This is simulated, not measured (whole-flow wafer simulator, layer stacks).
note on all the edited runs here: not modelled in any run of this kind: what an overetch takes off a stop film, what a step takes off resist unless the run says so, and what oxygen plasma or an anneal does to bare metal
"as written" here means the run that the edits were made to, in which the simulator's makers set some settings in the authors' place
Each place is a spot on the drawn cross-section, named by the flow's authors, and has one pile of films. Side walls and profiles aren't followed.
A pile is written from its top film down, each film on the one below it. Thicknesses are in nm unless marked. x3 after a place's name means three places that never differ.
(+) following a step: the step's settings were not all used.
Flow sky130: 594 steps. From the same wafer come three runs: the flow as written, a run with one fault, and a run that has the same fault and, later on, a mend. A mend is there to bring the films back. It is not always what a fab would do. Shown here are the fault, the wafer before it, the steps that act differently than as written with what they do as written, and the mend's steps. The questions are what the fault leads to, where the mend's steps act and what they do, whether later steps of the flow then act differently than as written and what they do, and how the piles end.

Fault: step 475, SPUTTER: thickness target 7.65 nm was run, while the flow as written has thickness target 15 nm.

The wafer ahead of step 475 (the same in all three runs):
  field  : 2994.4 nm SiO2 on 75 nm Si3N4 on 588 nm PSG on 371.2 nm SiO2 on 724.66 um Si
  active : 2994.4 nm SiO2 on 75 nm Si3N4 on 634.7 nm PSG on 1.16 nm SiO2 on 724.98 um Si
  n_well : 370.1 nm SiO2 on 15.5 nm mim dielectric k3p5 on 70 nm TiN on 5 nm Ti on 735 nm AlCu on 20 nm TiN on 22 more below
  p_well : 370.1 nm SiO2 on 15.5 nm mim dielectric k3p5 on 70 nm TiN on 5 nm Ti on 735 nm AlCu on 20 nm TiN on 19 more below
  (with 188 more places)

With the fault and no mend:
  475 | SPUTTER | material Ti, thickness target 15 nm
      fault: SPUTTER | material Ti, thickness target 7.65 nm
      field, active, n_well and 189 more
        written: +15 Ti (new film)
        fault: +7.65 Ti (new film)
  Steps further on in the flow that do not act as written (not shown: 14 more steps that differ only slightly, by at most 2% or 0.5 nm, whichever is larger):
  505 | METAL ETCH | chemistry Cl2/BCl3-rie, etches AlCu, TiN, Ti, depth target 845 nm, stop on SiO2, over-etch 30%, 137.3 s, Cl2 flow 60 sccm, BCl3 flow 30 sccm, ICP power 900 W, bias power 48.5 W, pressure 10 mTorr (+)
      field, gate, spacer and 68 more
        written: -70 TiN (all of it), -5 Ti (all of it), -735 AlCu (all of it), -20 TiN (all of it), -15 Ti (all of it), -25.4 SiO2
        fault: -70 TiN (all of it), -5 Ti (all of it), -735 AlCu (all of it), -20 TiN (all of it), -7.65 Ti (all of it), -26.1 SiO2
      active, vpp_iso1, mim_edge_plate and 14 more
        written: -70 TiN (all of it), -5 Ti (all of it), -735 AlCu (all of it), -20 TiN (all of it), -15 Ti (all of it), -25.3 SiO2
        fault: -70 TiN (all of it), -5 Ti (all of it), -735 AlCu (all of it), -20 TiN (all of it), -7.65 Ti (all of it), -26.1 SiO2
  At n_well, p_well, gate_hv and 102 more, the piles at the end differ from the flow's by more than 2% or 0.5 nm, whichever is larger.
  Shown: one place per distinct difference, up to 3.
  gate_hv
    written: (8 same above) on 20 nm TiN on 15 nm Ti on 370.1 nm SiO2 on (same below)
    fault: (8 same above) on 20 nm TiN on 7.65 nm Ti on 370.1 nm SiO2 on (same below)
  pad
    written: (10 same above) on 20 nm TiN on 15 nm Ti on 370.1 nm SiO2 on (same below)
    fault: (10 same above) on 20 nm TiN on 7.65 nm Ti on 370.1 nm SiO2 on (same below)
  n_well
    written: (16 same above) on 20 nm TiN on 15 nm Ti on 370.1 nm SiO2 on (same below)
    fault: (16 same above) on 20 nm TiN on 7.65 nm Ti on 370.1 nm SiO2 on (same below)

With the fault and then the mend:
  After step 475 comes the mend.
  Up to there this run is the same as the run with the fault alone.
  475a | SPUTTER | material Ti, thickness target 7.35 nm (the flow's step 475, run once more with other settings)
      field, active, n_well and 189 more
        +7.35 Ti
  Every later step of the flow that is run acts as written at every place that is followed.
  At every place that both follow, the piles at the end match the flow's.
